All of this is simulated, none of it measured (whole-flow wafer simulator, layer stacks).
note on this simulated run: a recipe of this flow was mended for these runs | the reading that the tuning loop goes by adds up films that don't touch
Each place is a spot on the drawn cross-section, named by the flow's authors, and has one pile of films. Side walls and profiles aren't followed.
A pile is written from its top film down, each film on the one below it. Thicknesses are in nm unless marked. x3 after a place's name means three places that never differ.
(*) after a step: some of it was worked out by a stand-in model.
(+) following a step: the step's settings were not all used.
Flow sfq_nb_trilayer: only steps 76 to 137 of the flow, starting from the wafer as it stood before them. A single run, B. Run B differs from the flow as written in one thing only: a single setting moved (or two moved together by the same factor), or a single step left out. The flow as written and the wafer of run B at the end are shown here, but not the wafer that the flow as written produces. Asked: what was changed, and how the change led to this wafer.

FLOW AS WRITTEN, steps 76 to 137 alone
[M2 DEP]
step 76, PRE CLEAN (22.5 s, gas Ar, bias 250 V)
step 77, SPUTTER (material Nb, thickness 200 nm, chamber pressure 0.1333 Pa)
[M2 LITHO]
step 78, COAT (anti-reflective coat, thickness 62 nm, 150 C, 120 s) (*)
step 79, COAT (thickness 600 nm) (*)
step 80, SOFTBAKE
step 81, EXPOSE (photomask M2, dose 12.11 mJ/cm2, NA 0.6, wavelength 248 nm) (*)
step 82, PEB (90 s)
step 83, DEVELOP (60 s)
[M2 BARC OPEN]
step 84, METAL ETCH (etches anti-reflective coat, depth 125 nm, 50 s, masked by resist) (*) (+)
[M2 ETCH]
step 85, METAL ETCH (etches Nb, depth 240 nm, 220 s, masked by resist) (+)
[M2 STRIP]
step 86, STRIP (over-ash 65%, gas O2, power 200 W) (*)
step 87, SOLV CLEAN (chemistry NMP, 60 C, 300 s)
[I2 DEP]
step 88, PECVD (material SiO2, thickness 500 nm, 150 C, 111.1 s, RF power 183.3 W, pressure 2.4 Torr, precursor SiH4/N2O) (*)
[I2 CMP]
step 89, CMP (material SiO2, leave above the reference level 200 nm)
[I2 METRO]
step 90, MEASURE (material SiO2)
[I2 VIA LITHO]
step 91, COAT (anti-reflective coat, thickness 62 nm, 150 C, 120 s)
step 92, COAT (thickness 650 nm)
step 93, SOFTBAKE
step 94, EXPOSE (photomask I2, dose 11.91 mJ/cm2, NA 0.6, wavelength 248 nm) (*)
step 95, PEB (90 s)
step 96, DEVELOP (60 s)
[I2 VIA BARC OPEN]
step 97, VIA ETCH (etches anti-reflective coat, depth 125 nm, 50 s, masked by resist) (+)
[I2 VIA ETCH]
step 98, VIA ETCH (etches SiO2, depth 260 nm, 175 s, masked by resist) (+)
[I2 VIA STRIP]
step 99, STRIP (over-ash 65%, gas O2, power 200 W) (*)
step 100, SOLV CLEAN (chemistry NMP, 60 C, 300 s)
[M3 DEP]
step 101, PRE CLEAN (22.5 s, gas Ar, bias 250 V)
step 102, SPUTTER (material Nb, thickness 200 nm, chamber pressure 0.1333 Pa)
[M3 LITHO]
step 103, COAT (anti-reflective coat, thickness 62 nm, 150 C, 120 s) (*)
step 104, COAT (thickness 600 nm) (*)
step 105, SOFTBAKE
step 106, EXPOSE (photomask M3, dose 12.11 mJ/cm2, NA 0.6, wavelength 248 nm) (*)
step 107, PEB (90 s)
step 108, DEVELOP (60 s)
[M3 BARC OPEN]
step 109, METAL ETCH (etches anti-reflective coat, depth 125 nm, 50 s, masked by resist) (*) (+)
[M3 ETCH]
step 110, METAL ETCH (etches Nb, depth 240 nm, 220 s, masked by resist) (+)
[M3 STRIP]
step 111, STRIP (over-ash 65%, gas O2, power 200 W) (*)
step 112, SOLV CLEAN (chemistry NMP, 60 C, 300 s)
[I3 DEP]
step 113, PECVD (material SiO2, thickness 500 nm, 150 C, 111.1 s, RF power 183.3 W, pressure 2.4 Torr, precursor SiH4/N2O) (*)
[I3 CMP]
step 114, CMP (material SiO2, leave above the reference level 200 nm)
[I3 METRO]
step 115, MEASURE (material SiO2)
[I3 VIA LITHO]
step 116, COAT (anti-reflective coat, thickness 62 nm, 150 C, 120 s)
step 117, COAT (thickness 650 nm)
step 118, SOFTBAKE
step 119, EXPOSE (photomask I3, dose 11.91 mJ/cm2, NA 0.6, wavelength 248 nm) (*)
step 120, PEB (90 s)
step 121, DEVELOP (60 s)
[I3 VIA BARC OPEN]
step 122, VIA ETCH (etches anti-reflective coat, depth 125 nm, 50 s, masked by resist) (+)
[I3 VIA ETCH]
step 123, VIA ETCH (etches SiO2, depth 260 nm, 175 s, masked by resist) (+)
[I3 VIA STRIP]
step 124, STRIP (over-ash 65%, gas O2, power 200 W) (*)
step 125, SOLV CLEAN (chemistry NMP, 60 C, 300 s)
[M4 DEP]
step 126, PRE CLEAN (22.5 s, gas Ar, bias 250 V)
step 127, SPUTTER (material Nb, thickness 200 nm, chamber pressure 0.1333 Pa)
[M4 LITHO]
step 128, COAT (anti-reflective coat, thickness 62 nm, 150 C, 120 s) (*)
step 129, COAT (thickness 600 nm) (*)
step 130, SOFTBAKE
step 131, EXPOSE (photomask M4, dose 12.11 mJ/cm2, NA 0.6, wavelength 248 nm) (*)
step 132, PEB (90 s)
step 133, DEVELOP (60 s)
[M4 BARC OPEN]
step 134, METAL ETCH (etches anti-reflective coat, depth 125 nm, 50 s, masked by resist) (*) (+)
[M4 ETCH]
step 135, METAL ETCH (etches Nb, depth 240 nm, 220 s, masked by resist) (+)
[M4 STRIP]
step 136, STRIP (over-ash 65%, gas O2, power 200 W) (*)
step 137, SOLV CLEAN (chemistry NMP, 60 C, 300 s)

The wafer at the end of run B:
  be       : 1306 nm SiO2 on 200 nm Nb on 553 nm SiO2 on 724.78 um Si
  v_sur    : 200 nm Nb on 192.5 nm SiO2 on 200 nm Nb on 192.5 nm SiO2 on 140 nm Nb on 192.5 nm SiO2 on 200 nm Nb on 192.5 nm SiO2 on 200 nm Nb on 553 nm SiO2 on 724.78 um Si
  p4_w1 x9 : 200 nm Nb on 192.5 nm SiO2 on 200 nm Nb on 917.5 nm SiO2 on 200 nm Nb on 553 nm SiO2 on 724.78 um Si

What caused this: step 77, SPUTTER: thickness 140 nm was run, while the flow as written has thickness 200 nm.
One can read it off the wafer: v_sur has Nb 140, and step 77 as written asks for 200 nm.

The path from the change to this, step by step:
  step 77, SPUTTER (material Nb, thickness 200 nm, chamber pressure 0.1333 Pa)
      field_l, v_sur, via_wl and 102 more: Nb gains 140 (new film) (in the flow as written it would be: Nb gains 200 (new film))
      via_v: Nb gains 121.6 (in the flow as written it would be: Nb gains 172.8)
  step 78, COAT (anti-reflective coat, thickness 62 nm, 150 C, 120 s) (*)
      via_v: anti-reflective coat gains 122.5 (new film) (in the flow as written it would be: anti-reflective coat gains 125.2 (new film))
  step 85, METAL ETCH (etches Nb, depth 240 nm, 220 s, masked by resist) (+)
      field_l, be, be_sur and 81 more: Nb loses 140 (all of it), SiO2 loses 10 (in the flow as written it would be: Nb loses 200 (all of it), SiO2 loses 4)
  step 86, STRIP (over-ash 65%, gas O2, power 200 W) (*)
      via_v: KrF-resist-other-grade loses 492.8 (all of it), anti-reflective coat loses 122.5 (all of it) (in the flow as written it would be: KrF-resist-other-grade loses 498 (all of it), anti-reflective coat loses 125.2 (all of it))
  step 88, PECVD (material SiO2, thickness 500 nm, 150 C, 111.1 s, RF power 183.3 W, pressure 2.4 Torr, precursor SiH4/N2O) (*)
      via_v: SiO2 gains 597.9 (new film) (in the flow as written it would be: SiO2 gains 612.8 (new film))
  step 89, CMP (material SiO2, leave above the reference level 200 nm)
      field_l, be, be_sur and 81 more: SiO2 loses 150 (in the flow as written it would be: SiO2 loses 96)
      via_v: SiO2 loses 175.5 (in the flow as written it would be: SiO2 loses 181.6)
